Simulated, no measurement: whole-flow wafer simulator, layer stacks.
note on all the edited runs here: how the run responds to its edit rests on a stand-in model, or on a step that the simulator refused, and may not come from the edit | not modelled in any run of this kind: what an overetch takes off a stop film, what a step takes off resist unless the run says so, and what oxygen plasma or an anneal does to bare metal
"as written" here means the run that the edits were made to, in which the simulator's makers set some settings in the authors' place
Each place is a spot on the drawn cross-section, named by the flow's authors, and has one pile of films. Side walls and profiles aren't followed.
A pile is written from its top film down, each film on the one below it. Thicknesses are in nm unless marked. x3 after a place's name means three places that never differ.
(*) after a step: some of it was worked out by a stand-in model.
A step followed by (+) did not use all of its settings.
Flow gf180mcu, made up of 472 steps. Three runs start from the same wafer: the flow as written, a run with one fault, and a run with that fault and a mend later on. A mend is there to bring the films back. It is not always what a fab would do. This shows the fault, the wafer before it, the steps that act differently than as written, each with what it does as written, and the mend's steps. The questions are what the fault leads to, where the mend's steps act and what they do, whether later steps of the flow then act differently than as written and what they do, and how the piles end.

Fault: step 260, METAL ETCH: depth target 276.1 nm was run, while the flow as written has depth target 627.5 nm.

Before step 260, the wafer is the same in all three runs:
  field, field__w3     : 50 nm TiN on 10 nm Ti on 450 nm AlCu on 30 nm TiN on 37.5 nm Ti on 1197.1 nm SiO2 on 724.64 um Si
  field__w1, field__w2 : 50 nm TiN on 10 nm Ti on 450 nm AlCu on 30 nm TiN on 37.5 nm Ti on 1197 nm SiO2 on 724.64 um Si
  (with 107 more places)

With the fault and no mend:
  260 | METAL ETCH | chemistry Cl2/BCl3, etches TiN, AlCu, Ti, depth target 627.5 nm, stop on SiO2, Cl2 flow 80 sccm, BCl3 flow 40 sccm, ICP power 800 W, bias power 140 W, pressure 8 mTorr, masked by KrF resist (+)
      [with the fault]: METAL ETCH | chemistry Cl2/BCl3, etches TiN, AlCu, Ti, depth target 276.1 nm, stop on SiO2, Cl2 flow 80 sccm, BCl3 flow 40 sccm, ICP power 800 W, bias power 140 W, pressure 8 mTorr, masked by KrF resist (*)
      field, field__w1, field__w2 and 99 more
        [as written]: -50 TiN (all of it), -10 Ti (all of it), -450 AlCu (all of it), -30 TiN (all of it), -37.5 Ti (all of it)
        [with the fault]: -50 TiN (all of it), -10 Ti (all of it), -216.1 AlCu
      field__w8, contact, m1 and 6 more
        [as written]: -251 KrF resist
        [with the fault]: -110.4 KrF resist
  Later steps of the flow acting differently than as written:
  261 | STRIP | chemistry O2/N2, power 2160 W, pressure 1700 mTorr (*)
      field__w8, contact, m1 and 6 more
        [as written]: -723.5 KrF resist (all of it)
        [with the fault]: -864.1 KrF resist (all of it)
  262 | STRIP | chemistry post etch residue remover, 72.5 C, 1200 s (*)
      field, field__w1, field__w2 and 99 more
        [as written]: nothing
        [with the fault]: -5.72 AlCu
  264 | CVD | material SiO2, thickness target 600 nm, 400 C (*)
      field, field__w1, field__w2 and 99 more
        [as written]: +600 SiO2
        [with the fault]: +600 SiO2 (new film)
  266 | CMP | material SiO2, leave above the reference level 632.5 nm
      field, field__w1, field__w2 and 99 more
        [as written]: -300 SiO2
        [with the fault]: -595.7 SiO2
  At field, field__w1, field__w2 and 100 more, the piles at the end differ from the flow's by more than 2% or 0.5 nm, whichever is larger.
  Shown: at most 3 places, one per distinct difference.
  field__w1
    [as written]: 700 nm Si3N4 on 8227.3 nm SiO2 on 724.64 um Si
    [with the fault]: 700 nm Si3N4 on 6734.6 nm SiO2 on 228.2 nm AlCu on 30 nm TiN on 37.5 nm Ti on 1197 nm SiO2 on 724.64 um Si
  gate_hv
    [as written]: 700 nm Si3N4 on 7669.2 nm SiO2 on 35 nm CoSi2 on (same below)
    [with the fault]: 700 nm Si3N4 on 6734.6 nm SiO2 on 228.2 nm AlCu on 30 nm TiN on 37.5 nm Ti on 638.9 nm SiO2 on 35 nm CoSi2 on (same below)
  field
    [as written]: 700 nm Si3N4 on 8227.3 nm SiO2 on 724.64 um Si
    [with the fault]: 700 nm Si3N4 on 6734.6 nm SiO2 on 228.2 nm AlCu on 30 nm TiN on 37.5 nm Ti on 1197.1 nm SiO2 on 724.64 um Si

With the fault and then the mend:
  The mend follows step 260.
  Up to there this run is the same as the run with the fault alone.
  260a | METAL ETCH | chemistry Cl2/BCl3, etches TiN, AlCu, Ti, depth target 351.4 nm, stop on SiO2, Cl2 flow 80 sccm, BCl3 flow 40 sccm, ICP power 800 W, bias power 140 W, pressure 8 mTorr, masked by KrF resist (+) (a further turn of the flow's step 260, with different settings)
      field, field__w1, field__w2 and 99 more
        -233.9 AlCu (all of it), -30 TiN (all of it), -37.5 Ti (all of it)
      field__w8, contact, m1 and 6 more
        -140.6 KrF resist
  Later steps of the flow that are run all act as written at every place that is followed.
  At every place that both follow, the piles at the end match the flow's.
